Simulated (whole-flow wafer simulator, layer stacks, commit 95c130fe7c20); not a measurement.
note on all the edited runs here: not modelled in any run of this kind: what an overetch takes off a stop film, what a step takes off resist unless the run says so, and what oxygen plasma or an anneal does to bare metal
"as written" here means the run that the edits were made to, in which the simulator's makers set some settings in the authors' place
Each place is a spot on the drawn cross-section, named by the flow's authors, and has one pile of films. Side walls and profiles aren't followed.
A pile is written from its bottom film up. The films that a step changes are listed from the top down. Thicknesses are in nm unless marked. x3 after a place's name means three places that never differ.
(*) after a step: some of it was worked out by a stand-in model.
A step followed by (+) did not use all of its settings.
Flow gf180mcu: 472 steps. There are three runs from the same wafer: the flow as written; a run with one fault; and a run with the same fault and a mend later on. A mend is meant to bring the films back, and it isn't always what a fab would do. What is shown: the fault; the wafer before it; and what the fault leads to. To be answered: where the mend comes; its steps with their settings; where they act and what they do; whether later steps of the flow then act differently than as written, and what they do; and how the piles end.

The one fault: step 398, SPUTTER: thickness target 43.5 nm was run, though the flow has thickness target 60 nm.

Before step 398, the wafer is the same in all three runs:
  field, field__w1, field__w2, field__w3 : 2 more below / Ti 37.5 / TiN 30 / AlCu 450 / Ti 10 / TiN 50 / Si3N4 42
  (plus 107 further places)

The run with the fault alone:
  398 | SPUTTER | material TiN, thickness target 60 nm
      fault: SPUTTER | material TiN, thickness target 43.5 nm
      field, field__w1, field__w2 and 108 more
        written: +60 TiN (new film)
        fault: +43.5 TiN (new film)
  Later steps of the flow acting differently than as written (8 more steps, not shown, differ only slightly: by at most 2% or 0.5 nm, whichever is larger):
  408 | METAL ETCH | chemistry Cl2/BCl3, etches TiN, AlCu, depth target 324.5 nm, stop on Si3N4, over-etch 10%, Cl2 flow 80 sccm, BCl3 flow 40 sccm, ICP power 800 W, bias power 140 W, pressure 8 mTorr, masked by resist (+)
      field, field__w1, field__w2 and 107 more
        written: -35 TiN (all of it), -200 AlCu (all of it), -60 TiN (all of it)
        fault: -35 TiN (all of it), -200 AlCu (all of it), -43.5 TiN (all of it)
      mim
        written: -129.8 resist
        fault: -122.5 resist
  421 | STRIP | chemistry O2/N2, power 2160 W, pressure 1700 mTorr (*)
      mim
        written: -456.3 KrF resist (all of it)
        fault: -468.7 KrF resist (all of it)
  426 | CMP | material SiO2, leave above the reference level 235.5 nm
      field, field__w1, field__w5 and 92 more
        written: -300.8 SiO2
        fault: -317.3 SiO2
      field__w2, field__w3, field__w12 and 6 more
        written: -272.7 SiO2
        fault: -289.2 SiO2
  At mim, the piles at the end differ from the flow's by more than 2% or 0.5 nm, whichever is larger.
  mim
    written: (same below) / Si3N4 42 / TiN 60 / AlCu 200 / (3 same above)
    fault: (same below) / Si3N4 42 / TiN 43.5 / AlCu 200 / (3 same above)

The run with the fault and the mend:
  The mend stands after step 398.
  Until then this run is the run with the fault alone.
  398a | SPUTTER | material TiN, thickness target 16.5 nm (a further turn of the flow's step 398, with different settings)
      field, field__w1, field__w2 and 108 more
        +16.5 TiN
  Later steps of the flow that are run all act as written at every place that is followed.
  The piles end the same as the flow's at every place that both follow.
